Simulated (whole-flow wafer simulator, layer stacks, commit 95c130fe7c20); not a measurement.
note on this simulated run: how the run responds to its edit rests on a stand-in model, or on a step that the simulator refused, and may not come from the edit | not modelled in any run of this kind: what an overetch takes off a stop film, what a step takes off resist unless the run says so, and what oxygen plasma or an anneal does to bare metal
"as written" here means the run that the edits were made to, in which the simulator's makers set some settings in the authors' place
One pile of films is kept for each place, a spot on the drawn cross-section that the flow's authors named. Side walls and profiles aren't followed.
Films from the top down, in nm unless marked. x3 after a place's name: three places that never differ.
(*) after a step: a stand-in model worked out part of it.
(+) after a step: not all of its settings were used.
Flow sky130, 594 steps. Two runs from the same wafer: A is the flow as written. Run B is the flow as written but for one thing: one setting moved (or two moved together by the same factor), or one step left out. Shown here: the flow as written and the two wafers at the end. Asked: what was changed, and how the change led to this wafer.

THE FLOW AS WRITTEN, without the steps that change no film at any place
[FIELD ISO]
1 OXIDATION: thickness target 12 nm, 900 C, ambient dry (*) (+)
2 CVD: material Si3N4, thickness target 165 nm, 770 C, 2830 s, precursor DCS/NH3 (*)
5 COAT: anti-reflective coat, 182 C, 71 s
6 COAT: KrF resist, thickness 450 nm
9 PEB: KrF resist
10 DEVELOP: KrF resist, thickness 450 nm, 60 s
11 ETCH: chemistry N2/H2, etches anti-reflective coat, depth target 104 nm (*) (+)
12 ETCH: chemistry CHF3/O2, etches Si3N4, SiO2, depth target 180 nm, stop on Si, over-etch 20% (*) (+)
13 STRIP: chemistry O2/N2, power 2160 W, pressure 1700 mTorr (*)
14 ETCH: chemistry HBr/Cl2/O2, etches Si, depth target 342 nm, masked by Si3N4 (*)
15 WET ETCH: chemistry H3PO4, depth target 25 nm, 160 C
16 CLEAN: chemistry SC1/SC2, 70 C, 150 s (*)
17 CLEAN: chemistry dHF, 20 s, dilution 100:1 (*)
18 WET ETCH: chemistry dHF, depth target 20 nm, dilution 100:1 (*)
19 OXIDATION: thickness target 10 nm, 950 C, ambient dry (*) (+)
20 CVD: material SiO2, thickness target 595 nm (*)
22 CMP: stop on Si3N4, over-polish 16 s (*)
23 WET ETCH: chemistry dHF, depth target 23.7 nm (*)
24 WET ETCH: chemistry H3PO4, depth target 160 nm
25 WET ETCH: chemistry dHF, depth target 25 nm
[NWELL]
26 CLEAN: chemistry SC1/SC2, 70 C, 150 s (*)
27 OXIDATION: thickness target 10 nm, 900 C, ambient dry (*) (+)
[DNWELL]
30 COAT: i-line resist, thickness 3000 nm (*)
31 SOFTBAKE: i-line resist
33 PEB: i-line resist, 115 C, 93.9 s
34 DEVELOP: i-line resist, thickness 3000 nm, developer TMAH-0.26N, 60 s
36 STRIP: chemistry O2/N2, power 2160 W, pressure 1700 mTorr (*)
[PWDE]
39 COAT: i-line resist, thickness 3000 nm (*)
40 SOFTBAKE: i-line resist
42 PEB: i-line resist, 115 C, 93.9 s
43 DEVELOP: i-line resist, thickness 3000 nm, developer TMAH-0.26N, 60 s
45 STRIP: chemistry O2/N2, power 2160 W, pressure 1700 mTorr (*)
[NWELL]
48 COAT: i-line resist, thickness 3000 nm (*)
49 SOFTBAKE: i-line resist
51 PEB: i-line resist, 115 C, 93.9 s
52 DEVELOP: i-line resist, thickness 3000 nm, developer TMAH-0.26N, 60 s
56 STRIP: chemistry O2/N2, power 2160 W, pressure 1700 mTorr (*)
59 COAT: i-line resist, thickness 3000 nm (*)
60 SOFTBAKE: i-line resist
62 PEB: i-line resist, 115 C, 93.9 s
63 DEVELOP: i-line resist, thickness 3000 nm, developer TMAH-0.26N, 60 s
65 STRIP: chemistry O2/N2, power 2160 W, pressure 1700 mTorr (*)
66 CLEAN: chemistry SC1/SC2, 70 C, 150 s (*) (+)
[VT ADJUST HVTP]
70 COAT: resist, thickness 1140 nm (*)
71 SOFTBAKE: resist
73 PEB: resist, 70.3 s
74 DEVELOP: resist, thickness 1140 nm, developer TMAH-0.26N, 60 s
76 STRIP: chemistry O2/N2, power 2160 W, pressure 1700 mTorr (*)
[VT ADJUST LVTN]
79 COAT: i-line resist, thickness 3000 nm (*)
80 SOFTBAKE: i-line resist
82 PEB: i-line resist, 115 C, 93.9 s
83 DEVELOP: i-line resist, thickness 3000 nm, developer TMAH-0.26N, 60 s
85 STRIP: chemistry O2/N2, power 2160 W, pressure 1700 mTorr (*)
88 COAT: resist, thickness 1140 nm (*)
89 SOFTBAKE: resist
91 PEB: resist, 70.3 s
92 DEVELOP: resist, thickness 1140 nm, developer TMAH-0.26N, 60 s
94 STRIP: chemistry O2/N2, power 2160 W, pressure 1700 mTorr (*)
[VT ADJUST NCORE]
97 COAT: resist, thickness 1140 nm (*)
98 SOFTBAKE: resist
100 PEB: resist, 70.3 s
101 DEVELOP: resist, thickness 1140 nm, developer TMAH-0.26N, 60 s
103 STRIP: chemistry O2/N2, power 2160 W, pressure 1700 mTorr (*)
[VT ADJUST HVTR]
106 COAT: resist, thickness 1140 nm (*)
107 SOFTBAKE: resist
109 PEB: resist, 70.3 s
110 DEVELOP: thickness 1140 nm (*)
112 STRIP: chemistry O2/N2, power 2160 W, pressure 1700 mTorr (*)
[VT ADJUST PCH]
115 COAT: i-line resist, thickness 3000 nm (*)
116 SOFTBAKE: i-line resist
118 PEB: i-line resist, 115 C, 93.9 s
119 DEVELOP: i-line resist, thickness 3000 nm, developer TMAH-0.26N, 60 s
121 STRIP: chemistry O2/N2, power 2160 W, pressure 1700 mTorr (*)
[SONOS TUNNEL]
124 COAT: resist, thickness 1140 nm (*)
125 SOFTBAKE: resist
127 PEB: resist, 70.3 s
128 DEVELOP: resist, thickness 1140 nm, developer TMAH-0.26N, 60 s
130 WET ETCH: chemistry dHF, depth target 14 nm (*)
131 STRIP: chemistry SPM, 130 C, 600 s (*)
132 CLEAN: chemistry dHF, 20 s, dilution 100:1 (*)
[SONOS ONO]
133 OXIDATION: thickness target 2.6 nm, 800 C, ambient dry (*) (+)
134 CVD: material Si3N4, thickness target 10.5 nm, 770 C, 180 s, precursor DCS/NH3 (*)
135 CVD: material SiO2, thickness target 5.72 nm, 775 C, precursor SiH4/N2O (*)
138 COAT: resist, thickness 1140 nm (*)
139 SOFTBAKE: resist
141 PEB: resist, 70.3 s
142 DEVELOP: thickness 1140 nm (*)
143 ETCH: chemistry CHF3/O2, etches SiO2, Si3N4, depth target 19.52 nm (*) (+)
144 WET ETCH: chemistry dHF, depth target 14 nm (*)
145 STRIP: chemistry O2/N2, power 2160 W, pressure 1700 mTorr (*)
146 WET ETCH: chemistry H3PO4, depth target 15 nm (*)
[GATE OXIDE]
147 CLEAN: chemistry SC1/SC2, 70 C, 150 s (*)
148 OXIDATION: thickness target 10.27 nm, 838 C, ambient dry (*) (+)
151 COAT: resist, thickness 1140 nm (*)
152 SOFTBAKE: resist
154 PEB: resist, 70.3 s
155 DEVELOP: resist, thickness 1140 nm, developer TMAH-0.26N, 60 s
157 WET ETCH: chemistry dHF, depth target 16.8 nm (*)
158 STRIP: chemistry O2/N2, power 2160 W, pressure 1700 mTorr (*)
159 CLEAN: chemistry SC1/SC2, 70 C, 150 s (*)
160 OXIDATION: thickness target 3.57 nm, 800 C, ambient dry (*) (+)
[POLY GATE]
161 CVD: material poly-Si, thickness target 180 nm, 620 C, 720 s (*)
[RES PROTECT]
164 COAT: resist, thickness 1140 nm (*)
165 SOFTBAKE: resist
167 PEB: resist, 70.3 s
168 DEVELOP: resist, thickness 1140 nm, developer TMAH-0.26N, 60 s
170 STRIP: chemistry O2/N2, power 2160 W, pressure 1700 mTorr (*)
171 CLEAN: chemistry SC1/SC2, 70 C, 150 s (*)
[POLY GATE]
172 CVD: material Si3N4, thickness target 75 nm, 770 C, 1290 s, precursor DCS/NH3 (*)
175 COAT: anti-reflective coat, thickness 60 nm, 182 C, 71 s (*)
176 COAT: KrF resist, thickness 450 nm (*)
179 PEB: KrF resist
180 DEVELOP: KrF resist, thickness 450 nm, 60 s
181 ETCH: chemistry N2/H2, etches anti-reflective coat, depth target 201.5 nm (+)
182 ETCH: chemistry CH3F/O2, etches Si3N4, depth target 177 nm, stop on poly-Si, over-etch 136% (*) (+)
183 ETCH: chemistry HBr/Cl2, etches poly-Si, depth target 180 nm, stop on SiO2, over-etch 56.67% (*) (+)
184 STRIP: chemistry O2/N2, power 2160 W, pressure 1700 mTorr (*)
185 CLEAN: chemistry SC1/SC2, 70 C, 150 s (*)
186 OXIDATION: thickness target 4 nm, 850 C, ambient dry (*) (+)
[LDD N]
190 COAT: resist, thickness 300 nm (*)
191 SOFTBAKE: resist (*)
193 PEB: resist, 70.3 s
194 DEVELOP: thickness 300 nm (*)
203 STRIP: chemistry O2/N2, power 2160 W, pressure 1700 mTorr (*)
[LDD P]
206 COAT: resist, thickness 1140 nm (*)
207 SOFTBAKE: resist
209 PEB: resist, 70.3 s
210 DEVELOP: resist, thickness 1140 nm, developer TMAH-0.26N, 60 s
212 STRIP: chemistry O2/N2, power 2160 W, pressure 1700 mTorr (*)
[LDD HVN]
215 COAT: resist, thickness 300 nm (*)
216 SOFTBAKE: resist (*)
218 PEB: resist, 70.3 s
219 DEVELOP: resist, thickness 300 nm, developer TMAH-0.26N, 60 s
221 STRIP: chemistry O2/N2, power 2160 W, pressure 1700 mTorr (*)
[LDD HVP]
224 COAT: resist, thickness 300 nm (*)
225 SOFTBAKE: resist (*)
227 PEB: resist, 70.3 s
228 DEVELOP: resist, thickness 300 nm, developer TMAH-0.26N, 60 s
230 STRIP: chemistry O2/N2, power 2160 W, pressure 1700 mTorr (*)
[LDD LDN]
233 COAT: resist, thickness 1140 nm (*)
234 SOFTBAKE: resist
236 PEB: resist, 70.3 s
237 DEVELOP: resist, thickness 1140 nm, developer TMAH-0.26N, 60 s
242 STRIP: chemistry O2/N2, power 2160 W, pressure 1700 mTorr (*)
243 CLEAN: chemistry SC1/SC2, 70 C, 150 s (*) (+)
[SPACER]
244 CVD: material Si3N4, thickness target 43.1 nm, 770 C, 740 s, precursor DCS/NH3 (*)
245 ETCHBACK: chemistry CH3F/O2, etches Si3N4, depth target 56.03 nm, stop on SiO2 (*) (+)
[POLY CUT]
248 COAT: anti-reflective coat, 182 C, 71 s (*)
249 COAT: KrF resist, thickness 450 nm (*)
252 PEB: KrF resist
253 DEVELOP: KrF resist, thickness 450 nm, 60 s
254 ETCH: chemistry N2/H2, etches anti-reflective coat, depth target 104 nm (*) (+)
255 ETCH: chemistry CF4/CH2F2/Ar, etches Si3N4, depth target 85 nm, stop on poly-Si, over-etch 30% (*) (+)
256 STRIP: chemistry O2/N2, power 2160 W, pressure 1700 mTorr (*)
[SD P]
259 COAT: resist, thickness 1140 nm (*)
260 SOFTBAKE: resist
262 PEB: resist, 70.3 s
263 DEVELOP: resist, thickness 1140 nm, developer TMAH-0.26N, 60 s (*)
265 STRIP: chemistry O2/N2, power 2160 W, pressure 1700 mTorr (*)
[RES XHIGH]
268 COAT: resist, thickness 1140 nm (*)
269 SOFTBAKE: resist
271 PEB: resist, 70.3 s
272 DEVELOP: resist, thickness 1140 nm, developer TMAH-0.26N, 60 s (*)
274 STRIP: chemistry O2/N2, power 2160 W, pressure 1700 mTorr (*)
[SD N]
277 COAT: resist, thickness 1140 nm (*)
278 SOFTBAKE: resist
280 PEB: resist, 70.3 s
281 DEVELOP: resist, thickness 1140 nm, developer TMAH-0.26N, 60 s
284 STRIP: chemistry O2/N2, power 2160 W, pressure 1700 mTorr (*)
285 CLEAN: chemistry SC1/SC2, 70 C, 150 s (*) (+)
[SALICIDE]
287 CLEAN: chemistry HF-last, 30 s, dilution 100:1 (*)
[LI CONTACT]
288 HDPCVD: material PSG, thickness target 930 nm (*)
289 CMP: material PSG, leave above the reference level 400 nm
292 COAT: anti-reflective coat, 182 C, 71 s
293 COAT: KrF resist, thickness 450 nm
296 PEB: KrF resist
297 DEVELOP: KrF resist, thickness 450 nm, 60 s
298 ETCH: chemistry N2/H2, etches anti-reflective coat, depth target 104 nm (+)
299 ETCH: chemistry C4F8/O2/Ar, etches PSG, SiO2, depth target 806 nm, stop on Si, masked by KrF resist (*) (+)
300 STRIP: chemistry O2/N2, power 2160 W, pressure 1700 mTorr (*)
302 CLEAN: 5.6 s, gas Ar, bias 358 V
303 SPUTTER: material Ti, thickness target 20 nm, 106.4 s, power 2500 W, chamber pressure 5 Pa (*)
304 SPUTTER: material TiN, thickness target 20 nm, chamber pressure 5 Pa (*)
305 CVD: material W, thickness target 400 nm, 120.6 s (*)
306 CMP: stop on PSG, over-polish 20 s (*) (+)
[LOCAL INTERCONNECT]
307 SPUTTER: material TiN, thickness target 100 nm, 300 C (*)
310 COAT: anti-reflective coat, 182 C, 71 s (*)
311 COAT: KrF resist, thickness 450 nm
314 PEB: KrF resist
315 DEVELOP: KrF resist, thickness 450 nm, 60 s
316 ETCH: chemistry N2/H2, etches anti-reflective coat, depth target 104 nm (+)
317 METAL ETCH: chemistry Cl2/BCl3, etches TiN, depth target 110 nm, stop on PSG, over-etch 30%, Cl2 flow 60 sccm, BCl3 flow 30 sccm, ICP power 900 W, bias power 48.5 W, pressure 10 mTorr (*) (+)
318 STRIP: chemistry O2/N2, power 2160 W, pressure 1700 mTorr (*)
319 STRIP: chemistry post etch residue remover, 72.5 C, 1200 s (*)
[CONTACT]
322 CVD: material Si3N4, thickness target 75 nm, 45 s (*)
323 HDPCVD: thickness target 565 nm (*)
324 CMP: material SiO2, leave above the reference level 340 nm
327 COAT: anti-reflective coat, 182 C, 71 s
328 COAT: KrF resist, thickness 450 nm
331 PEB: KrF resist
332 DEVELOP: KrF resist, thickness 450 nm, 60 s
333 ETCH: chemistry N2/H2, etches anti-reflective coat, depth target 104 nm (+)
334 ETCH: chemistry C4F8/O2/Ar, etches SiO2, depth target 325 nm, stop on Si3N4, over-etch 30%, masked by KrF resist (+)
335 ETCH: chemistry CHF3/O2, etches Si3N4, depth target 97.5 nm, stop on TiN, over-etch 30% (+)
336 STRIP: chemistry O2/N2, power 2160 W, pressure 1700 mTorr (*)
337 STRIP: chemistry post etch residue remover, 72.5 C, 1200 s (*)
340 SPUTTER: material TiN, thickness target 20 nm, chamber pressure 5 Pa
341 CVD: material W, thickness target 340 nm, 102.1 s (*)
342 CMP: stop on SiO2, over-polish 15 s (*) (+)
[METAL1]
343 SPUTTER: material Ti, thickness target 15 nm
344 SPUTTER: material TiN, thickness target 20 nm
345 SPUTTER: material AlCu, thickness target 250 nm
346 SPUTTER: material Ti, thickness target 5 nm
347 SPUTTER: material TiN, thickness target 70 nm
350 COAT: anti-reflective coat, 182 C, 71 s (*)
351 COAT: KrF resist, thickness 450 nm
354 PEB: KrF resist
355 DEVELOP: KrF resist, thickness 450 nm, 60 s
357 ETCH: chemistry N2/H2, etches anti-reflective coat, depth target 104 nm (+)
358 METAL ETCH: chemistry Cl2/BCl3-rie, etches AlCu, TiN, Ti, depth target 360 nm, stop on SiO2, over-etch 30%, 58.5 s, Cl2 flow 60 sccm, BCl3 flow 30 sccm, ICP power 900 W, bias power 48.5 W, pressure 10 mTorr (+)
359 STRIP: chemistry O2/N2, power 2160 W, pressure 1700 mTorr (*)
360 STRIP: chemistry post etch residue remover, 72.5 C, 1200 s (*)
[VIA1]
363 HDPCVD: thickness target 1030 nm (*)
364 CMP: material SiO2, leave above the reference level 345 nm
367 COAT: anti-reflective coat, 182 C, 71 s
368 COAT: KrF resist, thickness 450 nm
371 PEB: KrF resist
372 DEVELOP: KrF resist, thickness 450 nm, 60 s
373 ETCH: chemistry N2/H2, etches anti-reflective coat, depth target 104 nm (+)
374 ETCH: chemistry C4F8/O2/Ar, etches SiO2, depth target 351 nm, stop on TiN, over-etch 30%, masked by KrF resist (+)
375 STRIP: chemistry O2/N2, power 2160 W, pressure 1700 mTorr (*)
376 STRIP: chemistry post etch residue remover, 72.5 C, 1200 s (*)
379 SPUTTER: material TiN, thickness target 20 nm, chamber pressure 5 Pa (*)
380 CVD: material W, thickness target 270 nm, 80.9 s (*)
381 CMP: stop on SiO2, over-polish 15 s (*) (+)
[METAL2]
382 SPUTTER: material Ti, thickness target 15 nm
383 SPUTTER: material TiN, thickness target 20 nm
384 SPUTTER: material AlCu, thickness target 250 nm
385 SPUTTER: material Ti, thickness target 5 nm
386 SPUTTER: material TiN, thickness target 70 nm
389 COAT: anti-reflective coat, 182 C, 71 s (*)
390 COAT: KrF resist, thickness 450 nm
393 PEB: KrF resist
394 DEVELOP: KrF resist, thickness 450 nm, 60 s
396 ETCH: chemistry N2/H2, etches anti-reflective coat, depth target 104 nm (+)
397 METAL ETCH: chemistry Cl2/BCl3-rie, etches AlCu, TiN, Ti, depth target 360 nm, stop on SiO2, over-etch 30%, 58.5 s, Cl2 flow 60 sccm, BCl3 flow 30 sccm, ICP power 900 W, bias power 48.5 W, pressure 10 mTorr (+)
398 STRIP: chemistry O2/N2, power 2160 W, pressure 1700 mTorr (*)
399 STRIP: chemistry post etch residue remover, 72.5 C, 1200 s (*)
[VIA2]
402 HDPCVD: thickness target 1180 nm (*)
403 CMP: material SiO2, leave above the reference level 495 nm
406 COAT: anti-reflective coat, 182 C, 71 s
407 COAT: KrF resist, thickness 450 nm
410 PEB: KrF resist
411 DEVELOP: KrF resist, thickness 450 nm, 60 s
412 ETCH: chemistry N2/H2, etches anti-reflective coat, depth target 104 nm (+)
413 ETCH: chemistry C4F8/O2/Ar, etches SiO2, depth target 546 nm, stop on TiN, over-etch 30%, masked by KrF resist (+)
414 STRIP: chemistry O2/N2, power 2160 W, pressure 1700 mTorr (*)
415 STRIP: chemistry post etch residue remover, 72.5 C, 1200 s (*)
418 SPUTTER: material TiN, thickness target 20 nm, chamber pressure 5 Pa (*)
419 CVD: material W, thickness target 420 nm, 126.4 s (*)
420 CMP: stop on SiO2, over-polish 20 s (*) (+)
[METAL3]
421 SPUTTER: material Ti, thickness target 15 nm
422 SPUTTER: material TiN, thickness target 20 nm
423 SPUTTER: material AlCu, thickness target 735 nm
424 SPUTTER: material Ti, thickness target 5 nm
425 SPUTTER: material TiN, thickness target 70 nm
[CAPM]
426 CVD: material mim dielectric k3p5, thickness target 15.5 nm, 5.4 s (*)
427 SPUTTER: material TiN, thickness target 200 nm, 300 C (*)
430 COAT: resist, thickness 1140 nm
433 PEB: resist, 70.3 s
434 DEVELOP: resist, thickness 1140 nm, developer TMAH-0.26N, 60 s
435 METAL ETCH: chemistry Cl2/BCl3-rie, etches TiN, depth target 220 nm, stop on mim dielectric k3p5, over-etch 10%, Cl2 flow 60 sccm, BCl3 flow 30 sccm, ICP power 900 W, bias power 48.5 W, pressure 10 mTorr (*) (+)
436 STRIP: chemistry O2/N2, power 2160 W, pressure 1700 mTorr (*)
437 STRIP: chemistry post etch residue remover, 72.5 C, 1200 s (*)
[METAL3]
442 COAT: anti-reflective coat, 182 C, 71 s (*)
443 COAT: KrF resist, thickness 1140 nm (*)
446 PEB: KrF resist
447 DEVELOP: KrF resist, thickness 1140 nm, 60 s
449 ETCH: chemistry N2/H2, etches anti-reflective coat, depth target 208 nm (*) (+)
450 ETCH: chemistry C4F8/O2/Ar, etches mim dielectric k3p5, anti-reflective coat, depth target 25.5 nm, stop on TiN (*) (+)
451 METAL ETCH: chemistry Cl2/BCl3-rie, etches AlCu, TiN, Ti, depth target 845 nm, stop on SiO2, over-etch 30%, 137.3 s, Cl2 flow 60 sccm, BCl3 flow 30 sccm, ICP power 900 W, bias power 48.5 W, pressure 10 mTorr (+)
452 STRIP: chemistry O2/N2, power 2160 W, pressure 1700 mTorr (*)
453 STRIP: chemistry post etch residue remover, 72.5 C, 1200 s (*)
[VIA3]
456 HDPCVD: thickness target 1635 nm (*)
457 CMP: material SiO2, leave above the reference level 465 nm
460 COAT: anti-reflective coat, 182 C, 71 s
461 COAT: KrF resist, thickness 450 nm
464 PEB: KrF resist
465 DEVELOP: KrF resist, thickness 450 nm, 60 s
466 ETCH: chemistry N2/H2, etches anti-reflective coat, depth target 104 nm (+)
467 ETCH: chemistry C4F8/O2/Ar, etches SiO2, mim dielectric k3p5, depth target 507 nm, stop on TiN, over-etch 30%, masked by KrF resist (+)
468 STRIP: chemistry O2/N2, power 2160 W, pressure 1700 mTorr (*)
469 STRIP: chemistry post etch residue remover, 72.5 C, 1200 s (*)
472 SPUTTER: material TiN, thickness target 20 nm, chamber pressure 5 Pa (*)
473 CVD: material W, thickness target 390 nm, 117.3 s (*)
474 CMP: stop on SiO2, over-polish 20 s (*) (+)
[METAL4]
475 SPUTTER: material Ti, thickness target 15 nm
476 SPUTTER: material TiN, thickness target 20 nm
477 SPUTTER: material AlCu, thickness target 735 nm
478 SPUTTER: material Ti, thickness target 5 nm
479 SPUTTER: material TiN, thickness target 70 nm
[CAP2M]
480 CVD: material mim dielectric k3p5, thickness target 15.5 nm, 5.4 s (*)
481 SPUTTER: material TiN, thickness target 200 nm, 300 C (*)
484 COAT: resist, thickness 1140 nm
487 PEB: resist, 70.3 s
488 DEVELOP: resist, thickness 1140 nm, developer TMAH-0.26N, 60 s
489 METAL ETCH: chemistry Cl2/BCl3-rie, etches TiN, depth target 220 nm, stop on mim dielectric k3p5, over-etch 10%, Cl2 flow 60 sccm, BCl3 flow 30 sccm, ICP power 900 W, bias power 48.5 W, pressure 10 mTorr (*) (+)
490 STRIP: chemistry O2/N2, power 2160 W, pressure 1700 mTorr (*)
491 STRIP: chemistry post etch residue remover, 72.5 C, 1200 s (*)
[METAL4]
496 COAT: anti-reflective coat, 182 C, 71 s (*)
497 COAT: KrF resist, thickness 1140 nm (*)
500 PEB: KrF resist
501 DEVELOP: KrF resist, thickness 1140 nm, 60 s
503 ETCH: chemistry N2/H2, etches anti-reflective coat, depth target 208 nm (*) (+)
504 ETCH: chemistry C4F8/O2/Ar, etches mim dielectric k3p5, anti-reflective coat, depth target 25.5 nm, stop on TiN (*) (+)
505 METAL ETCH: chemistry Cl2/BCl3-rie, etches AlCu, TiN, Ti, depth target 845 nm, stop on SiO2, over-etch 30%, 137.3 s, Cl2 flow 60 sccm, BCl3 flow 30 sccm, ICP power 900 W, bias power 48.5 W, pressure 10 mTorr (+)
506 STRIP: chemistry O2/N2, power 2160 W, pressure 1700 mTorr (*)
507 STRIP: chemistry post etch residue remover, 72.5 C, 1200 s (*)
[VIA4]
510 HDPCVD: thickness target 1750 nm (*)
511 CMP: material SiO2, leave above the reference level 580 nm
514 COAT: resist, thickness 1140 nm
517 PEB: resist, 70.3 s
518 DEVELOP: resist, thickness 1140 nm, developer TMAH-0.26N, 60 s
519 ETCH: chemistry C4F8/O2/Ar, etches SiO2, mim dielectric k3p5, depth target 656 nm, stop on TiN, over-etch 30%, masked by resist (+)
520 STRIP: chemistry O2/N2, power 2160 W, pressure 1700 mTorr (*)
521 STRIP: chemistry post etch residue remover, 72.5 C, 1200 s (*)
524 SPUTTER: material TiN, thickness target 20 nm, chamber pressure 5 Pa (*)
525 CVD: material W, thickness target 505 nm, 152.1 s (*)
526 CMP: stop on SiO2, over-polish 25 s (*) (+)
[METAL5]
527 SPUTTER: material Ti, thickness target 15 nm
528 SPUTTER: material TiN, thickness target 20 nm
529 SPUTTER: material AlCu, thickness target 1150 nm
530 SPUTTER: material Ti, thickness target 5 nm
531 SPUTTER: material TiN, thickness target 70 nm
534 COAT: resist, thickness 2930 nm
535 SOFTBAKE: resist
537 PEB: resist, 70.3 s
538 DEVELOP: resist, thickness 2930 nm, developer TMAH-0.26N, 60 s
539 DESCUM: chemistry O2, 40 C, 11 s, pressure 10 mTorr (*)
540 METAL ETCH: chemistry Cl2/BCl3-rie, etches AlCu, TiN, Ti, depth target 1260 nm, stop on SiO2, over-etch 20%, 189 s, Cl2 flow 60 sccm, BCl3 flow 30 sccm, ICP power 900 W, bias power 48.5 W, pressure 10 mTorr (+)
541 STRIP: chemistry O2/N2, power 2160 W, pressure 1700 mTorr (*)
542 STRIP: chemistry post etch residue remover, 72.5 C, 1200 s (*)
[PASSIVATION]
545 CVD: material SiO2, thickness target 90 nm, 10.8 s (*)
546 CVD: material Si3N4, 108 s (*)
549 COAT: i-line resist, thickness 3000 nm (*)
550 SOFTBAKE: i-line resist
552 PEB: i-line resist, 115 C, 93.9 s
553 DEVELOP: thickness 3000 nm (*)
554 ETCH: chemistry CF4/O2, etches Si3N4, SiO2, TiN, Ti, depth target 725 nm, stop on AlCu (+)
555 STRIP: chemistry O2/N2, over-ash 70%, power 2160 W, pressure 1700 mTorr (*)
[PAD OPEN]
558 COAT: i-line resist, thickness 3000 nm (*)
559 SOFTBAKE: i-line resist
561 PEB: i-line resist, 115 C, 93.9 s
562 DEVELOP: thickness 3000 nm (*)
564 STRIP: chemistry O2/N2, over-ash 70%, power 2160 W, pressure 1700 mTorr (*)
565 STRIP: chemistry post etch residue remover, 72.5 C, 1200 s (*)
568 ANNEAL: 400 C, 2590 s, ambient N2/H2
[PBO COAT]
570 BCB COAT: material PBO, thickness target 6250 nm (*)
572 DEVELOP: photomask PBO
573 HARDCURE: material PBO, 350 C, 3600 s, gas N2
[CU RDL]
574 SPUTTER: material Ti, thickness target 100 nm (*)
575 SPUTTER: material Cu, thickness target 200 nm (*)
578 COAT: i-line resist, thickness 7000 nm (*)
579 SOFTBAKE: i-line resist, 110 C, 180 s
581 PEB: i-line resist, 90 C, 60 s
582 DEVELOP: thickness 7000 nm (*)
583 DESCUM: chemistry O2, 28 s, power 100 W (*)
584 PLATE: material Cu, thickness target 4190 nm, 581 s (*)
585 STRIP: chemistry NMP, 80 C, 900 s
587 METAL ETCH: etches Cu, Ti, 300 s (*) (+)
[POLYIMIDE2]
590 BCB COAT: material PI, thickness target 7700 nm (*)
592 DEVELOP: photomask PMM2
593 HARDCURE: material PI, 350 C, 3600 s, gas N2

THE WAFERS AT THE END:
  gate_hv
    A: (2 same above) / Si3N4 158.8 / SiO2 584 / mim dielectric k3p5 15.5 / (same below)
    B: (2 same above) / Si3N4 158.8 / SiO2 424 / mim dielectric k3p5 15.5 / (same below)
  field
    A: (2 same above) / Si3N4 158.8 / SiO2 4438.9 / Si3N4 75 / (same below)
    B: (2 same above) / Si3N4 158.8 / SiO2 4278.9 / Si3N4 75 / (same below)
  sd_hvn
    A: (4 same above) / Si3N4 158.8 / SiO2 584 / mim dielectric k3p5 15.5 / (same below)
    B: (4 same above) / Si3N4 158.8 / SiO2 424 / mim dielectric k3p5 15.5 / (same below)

The cause: step 511, CMP: leave above the reference level 420 nm was run, where the flow has leave above the reference level 580 nm.

How the change led to this, step by step:
  511 CMP: material SiO2, leave above the reference level 580 nm
      n_well, p_well, gate_hv and 99 more: A SiO2 -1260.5 | B SiO2 -1420.5
      field, active, gate and 77 more: A SiO2 -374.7 | B SiO2 -534.7
      (and at 11 more places)
  519 ETCH: chemistry C4F8/O2/Ar, etches SiO2, mim dielectric k3p5, depth target 656 nm, stop on TiN, over-etch 30%, masked by resist (+)
      field, active, n_well and 188 more: A resist -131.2 | B resist -89.9
      m1: A SiO2 -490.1 (all of it), mim dielectric k3p5 -15.5 (all of it) | B SiO2 -330.1 (all of it), mim dielectric k3p5 -15.5 (all of it)
      (and at 1 more place)
  520 STRIP: chemistry O2/N2, power 2160 W, pressure 1700 mTorr (*)
      field, active, n_well and 188 more: A resist -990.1 (all of it) | B resist -1031.4 (all of it)
  524 SPUTTER: material TiN, thickness target 20 nm, chamber pressure 5 Pa (*)
      m1, via4_hole: A TiN +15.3 | B TiN +16.4
  525 CVD: material W, thickness target 505 nm, 152.1 s (*)
      m1: A W +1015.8 (new film) | B W +657.9 (new film)
      via4_hole: A W +1015.2 (new film) | B W +659 (new film)
  526 CMP: stop on SiO2, over-polish 25 s (*) (+)
      m1: A W -532.7 | B W -335.9
      via4_hole: A W -532.7 | B W -337.6
